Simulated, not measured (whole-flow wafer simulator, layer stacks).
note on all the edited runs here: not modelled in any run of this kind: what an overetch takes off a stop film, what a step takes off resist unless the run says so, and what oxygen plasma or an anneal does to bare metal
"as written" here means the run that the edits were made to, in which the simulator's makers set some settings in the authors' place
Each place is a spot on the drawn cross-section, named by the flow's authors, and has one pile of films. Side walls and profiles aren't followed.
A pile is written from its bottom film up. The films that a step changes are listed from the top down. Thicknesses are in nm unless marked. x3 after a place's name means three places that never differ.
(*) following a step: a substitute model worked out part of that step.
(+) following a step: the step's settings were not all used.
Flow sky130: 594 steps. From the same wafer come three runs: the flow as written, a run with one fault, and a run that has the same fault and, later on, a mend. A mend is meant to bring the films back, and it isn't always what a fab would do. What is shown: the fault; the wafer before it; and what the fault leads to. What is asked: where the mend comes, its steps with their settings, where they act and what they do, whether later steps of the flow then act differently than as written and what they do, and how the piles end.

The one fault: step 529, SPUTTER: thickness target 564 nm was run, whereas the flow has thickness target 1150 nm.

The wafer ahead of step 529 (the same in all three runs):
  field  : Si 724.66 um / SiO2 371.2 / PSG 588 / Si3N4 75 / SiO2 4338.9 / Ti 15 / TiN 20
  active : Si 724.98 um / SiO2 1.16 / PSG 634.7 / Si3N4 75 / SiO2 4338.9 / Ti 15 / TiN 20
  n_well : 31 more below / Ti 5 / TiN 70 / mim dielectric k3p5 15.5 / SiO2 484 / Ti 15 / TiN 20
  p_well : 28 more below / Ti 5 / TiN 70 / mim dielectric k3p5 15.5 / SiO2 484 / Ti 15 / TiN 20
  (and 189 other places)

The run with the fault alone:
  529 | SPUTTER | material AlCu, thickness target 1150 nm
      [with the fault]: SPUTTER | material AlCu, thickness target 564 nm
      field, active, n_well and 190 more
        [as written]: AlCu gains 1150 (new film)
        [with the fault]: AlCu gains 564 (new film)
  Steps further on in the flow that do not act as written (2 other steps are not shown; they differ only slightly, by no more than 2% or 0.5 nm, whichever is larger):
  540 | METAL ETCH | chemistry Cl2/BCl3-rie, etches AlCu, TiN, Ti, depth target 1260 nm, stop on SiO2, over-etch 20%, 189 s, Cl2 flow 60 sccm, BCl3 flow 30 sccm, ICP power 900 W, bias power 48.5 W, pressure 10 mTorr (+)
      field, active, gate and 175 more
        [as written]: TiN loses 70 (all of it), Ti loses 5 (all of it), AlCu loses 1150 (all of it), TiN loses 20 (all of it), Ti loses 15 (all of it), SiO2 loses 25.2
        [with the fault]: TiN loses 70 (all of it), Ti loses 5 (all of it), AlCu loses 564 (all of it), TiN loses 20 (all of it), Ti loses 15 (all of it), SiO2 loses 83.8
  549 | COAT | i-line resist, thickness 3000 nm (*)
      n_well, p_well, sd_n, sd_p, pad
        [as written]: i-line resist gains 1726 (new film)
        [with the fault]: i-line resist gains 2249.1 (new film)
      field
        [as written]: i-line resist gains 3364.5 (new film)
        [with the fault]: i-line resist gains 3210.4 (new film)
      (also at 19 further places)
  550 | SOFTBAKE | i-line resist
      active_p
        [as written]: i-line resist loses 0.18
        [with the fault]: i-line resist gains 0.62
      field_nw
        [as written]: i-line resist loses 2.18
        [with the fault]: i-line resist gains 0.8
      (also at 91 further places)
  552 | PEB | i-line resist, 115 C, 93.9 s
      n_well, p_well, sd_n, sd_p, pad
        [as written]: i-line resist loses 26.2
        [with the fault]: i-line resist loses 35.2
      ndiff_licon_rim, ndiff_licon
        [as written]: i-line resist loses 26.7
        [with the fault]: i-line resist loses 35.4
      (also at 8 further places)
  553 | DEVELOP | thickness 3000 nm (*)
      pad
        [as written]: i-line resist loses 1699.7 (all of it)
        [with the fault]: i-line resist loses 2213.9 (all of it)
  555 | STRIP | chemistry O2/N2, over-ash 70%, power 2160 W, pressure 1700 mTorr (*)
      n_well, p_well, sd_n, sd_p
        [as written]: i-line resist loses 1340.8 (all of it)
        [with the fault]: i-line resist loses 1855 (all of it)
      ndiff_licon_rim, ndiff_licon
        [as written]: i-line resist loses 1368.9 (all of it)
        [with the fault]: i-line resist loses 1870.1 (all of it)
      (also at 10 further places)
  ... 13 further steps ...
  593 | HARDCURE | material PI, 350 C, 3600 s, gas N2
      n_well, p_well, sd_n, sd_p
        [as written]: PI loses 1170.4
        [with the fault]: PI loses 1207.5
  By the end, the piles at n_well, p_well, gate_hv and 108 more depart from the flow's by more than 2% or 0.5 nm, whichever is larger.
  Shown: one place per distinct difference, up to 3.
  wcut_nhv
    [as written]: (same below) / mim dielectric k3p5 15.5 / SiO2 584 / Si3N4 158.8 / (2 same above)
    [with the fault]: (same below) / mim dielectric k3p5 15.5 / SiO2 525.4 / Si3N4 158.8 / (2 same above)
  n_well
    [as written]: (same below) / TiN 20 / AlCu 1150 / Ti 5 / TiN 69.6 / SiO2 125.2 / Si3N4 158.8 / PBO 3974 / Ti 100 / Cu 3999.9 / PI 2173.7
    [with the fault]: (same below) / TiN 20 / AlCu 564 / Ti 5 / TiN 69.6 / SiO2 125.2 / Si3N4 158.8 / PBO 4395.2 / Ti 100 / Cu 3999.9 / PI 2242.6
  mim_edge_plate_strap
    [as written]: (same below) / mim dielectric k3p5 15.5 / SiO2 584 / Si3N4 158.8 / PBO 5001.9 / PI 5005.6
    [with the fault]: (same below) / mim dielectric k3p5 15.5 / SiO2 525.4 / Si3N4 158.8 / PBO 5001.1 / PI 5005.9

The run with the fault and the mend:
  The mend follows step 529.
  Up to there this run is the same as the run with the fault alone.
  529a | SPUTTER | material AlCu, thickness target 586 nm (a further turn of the flow's step 529, with different settings)
      field, active, n_well and 190 more
        AlCu gains 586
  Every later step of the flow that is run acts as written at every place that is followed.
  The piles end the same as the flow's at every place that both follow.
